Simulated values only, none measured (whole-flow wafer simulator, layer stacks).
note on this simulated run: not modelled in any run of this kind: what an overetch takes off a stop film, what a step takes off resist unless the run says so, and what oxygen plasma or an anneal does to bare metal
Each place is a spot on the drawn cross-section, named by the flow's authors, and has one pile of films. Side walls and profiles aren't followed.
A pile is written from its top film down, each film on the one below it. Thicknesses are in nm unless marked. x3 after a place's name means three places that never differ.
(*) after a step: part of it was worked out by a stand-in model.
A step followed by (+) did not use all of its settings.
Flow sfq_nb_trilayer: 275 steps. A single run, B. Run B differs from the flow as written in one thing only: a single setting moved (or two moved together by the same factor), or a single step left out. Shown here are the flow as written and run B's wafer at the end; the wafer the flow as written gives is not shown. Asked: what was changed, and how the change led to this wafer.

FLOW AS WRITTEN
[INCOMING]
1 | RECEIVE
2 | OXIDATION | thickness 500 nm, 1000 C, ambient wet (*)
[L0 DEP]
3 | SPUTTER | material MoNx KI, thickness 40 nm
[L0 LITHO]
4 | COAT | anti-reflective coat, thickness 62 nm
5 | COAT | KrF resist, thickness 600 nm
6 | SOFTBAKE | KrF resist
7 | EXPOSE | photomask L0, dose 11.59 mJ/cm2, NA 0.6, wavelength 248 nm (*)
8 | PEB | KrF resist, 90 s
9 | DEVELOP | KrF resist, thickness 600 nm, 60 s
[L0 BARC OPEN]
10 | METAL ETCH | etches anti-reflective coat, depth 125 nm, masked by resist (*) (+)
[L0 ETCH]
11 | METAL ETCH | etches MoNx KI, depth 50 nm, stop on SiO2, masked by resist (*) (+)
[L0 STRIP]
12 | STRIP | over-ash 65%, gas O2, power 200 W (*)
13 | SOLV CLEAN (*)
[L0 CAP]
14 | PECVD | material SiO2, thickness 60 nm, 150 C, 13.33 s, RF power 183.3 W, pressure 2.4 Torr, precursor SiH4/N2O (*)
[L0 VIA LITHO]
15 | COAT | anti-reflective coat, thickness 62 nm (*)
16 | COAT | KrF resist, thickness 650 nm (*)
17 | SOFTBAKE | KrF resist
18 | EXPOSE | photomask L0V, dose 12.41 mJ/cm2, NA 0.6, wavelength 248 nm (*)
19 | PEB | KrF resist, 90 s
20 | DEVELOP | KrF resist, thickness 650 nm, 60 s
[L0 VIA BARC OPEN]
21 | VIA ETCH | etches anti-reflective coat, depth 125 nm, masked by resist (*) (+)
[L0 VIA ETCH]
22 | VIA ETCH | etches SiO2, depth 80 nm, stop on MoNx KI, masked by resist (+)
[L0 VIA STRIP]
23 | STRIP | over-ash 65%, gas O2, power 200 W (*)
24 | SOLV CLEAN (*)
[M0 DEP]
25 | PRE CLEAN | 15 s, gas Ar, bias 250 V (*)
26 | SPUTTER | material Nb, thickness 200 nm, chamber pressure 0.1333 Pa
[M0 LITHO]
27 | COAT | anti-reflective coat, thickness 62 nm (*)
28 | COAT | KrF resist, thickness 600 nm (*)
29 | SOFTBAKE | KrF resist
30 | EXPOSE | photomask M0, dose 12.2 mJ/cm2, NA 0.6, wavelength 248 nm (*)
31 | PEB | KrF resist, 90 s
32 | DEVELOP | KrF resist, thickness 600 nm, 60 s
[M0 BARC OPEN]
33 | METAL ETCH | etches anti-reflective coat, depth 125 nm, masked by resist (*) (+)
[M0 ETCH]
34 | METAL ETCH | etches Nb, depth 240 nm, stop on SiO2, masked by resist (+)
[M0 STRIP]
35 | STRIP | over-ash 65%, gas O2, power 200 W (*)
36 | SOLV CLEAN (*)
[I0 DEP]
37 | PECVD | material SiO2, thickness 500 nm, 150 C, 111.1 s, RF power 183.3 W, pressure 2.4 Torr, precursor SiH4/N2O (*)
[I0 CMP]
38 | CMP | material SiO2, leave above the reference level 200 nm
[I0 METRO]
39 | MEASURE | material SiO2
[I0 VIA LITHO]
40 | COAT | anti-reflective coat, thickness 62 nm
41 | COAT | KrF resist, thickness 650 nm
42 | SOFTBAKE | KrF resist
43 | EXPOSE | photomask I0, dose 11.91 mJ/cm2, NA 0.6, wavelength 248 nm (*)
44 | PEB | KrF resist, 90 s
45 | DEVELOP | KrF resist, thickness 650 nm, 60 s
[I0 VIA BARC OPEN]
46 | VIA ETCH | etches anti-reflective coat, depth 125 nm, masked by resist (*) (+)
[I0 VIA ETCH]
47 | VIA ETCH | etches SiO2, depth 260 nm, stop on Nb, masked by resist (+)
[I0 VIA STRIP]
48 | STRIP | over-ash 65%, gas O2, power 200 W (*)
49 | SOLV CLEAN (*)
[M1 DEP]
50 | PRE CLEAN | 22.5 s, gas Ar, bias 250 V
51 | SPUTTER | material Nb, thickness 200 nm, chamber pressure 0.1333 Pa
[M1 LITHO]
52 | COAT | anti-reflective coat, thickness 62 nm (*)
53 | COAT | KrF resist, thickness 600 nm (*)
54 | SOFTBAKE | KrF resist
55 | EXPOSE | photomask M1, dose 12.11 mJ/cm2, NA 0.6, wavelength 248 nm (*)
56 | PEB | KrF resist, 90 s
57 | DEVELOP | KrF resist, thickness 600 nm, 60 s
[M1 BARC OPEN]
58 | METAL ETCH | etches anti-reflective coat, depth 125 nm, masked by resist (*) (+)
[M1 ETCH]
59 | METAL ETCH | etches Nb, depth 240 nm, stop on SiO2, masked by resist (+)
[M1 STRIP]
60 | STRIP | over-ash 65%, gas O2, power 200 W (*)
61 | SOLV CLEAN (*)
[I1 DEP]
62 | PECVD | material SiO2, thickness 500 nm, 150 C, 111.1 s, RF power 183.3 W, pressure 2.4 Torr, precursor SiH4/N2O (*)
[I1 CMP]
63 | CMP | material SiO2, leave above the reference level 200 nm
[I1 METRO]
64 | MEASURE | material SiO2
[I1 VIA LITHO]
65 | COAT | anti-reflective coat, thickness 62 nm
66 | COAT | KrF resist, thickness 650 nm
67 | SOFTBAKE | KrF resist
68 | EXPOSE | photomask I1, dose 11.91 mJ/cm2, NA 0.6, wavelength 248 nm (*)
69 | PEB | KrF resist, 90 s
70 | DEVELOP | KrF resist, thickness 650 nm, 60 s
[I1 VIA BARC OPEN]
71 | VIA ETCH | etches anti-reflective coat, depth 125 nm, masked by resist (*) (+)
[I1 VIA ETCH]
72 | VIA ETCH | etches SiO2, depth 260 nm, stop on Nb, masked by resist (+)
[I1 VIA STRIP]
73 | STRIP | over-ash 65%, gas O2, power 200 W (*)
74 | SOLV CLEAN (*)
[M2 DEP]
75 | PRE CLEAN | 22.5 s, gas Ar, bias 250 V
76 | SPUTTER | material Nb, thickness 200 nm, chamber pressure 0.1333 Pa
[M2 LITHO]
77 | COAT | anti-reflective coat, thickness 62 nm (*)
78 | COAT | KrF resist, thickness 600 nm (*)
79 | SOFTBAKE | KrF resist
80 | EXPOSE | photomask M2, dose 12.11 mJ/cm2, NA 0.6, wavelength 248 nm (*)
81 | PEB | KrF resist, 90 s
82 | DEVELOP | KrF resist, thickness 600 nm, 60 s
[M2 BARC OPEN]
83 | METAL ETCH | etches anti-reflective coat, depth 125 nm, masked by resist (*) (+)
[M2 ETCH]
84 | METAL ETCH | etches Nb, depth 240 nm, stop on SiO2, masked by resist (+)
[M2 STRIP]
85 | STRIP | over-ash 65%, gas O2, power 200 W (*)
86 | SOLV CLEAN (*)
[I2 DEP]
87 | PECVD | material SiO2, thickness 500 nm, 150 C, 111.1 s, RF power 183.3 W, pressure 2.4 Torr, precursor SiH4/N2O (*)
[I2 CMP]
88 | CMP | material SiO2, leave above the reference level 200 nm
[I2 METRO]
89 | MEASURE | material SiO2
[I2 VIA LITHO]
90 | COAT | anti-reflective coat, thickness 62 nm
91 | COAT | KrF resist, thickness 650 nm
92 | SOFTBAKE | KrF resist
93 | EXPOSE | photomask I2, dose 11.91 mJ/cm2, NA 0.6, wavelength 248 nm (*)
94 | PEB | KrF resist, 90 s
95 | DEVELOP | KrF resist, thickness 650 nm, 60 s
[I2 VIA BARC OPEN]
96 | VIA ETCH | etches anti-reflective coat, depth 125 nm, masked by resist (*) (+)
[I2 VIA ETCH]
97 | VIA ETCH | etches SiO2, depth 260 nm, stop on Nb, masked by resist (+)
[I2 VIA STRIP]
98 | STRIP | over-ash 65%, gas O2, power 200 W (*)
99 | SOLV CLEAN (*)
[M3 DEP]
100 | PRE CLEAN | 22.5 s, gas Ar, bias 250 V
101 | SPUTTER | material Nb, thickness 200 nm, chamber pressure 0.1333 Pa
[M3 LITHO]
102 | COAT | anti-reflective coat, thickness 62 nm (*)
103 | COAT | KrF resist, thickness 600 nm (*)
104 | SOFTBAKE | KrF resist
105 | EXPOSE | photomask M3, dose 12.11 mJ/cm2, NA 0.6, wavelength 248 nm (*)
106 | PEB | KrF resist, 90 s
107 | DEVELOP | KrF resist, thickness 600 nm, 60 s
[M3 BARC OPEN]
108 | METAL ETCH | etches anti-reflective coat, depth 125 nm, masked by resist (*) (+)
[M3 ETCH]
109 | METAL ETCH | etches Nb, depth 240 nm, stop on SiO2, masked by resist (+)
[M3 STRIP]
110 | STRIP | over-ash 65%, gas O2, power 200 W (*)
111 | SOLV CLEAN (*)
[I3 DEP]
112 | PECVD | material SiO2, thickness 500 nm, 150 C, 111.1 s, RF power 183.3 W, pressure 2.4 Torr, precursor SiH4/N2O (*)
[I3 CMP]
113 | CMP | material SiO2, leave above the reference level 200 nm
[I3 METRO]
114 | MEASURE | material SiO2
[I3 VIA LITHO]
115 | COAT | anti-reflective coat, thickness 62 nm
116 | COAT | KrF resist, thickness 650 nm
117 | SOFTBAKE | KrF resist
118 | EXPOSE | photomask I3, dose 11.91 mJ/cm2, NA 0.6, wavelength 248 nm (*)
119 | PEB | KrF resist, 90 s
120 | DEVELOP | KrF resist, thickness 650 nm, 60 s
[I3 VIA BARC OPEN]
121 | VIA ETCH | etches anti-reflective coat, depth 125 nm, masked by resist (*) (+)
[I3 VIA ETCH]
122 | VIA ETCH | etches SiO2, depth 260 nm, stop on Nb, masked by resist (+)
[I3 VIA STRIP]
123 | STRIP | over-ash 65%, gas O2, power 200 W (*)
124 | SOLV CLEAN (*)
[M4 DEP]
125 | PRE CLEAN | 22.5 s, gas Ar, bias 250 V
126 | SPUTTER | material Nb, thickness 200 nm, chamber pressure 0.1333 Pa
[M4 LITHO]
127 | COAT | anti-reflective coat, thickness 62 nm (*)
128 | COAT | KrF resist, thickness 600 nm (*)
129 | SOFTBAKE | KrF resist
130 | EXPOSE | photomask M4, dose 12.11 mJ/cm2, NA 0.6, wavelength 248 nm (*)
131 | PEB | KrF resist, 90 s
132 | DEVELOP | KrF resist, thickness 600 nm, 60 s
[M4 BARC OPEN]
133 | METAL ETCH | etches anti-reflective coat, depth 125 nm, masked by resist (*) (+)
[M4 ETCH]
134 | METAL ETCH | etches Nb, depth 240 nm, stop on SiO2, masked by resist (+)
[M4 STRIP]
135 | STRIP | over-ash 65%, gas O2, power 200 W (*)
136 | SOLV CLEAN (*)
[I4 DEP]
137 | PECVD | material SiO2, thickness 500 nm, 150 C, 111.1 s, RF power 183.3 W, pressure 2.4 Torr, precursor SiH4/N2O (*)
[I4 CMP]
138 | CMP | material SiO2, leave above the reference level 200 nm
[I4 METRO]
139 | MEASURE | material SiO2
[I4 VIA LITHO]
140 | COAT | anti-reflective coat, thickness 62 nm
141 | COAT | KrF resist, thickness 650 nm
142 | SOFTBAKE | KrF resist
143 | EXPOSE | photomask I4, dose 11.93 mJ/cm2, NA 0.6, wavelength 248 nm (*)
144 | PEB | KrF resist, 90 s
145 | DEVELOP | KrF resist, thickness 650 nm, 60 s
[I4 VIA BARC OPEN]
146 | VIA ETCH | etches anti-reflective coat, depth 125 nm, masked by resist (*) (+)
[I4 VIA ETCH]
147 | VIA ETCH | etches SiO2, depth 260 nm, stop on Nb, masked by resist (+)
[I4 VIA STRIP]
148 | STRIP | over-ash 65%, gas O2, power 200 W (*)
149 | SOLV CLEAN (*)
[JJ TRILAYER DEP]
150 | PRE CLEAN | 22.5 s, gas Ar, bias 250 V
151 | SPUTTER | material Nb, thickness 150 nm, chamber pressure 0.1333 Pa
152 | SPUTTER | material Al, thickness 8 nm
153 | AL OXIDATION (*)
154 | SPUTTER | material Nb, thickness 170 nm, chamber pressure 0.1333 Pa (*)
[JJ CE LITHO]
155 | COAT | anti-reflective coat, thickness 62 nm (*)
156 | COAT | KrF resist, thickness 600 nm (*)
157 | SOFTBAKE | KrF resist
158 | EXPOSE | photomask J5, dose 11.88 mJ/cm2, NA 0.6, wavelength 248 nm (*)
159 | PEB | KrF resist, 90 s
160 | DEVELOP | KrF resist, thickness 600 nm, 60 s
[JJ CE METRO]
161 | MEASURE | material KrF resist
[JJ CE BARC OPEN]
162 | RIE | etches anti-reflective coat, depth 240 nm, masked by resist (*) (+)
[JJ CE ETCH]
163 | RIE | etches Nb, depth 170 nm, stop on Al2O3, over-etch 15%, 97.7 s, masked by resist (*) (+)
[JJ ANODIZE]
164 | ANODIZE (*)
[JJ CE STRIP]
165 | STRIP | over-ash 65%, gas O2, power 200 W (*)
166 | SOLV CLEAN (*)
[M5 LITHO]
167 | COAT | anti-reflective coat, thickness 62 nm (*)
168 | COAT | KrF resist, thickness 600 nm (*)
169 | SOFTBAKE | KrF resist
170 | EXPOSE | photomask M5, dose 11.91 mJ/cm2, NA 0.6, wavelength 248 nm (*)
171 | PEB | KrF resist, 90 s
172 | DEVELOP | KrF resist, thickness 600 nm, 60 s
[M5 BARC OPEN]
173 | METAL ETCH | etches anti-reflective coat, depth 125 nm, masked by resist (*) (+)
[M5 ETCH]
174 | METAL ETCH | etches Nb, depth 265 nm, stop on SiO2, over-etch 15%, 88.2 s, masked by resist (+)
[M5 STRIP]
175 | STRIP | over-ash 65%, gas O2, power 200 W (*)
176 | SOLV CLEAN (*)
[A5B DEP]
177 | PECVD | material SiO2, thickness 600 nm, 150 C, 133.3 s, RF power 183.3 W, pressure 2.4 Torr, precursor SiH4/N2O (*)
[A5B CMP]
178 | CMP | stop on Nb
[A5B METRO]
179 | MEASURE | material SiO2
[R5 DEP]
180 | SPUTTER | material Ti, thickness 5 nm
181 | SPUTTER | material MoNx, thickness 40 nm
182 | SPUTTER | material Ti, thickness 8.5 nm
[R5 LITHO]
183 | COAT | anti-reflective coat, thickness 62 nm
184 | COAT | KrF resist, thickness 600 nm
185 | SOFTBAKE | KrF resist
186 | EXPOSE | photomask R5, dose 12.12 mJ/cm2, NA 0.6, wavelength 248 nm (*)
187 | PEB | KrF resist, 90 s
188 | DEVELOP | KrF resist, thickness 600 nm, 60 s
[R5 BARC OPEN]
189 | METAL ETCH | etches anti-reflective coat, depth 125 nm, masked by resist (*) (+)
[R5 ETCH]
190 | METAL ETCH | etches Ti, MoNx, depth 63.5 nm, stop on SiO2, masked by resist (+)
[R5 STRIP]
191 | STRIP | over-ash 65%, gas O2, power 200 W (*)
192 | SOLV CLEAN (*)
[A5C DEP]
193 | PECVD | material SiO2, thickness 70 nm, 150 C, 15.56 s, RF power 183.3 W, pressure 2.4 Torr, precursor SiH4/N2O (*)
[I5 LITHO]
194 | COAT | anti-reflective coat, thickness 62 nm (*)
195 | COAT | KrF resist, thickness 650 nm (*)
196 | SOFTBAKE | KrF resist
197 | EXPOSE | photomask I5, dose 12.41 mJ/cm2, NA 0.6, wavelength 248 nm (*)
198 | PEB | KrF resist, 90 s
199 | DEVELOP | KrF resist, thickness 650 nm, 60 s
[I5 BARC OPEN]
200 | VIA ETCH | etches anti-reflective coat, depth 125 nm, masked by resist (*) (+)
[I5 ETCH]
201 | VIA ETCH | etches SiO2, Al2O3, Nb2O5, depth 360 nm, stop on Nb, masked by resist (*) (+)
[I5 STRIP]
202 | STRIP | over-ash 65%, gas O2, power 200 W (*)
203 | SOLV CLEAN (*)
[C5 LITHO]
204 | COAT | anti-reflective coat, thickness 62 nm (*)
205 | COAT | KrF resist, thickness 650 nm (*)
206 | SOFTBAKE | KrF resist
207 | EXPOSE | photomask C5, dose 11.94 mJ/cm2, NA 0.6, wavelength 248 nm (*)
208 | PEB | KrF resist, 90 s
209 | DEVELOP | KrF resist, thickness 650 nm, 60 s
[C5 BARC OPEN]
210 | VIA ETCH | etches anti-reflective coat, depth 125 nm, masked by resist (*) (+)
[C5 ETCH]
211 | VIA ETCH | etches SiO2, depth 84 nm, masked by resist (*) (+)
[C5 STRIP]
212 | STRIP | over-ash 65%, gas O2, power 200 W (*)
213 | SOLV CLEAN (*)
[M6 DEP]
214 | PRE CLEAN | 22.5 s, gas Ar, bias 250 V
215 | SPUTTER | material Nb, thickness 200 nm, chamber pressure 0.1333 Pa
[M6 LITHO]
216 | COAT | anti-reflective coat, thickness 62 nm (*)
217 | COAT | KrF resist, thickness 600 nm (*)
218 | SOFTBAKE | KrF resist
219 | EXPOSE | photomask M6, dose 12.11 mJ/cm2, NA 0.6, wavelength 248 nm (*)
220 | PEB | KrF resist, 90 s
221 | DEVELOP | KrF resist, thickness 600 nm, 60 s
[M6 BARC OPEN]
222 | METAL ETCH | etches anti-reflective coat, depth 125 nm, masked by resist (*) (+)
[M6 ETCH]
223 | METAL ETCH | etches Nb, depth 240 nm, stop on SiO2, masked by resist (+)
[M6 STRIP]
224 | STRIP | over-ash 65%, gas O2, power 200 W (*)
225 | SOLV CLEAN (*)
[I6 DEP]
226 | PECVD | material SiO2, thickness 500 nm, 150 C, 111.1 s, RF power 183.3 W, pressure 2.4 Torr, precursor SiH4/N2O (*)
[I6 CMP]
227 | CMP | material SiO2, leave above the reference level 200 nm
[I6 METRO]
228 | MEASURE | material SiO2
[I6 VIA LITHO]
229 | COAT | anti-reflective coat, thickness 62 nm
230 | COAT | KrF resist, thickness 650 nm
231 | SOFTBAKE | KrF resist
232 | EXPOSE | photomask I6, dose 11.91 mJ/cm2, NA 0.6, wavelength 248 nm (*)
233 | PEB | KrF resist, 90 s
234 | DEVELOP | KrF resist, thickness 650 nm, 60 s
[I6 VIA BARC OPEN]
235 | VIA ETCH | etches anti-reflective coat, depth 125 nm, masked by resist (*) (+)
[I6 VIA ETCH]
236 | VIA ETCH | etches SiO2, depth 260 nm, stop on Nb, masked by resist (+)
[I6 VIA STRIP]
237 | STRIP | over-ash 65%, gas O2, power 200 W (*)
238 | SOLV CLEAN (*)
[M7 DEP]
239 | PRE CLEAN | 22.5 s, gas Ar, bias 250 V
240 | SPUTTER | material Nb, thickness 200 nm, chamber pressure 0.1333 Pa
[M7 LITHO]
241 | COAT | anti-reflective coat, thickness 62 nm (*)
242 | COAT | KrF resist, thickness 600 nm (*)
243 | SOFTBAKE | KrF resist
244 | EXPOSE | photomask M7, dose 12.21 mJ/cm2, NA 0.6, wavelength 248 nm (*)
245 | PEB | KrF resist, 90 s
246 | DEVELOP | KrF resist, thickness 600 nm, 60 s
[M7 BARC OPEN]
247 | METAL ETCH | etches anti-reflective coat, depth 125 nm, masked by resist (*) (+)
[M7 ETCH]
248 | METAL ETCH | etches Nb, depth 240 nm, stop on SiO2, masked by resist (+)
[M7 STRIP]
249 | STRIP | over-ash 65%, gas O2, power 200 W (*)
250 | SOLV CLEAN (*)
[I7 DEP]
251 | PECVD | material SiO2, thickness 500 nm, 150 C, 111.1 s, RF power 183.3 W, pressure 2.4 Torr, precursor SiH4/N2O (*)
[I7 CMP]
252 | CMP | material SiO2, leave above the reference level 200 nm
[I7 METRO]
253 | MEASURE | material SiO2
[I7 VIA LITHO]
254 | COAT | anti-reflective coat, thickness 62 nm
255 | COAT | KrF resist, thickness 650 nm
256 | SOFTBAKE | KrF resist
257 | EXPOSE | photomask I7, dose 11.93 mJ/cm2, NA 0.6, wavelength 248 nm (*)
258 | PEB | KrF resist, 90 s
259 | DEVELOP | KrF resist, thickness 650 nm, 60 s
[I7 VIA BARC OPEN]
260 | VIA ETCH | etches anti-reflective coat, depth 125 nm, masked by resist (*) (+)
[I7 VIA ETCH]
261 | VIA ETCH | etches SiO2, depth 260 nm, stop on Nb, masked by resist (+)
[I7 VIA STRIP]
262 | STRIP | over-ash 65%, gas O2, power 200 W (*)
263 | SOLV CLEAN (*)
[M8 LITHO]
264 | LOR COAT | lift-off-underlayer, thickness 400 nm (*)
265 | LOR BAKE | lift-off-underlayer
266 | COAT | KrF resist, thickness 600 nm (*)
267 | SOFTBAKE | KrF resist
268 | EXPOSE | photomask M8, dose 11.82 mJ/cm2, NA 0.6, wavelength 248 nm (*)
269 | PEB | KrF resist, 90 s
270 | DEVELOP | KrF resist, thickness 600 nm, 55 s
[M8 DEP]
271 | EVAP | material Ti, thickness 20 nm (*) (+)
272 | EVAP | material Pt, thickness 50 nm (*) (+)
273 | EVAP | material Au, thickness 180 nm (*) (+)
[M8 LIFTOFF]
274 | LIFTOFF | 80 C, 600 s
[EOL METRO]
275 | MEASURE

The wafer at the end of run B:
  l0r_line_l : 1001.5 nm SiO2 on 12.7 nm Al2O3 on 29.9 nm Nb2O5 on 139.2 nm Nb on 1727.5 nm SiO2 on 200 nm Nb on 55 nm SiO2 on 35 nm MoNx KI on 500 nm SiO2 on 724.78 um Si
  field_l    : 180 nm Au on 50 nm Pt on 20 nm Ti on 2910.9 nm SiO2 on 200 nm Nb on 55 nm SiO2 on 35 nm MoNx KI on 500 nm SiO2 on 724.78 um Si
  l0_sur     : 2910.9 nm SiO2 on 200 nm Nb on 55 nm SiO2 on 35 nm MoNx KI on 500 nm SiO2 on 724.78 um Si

What caused this: step 3, SPUTTER: thickness 35 nm was run, whereas the flow has thickness 40 nm.
The wafer itself shows it: l0r_line_l has MoNx KI 35, and step 3 as written asks for 40 nm.

How this came from the change, step by step:
  3 | SPUTTER | material MoNx KI, thickness 40 nm
      field_l, v_sur, via_wl and 103 more: +35 MoNx KI (new film) (as written it would have been: +40 MoNx KI (new film))
  11 | METAL ETCH | etches MoNx KI, depth 50 nm, stop on SiO2, masked by resist (*) (+)
      v_sur, via_wl, via_w and 97 more: -35 MoNx KI (all of it) (as written it would have been: -40 MoNx KI (all of it))
  15 | COAT | anti-reflective coat, thickness 62 nm (*)
      l0r_space_c: +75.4 anti-reflective coat (new film) (as written it would have been: +77.2 anti-reflective coat (new film))
  23 | STRIP | over-ash 65%, gas O2, power 200 W (*)
      l0r_space_c: -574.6 KrF resist (all of it), -75.4 anti-reflective coat (all of it) (as written it would have been: -576.8 KrF resist (all of it), -77.2 anti-reflective coat (all of it))
  27 | COAT | anti-reflective coat, thickness 62 nm (*)
      l0r_space_c: +75.9 anti-reflective coat (new film) (as written it would have been: +78 anti-reflective coat (new film))
  35 | STRIP | over-ash 65%, gas O2, power 200 W (*)
      l0r_space_c: -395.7 KrF resist (all of it), -75.9 anti-reflective coat (all of it) (as written it would have been: -397.6 KrF resist (all of it), -78 anti-reflective coat (all of it))
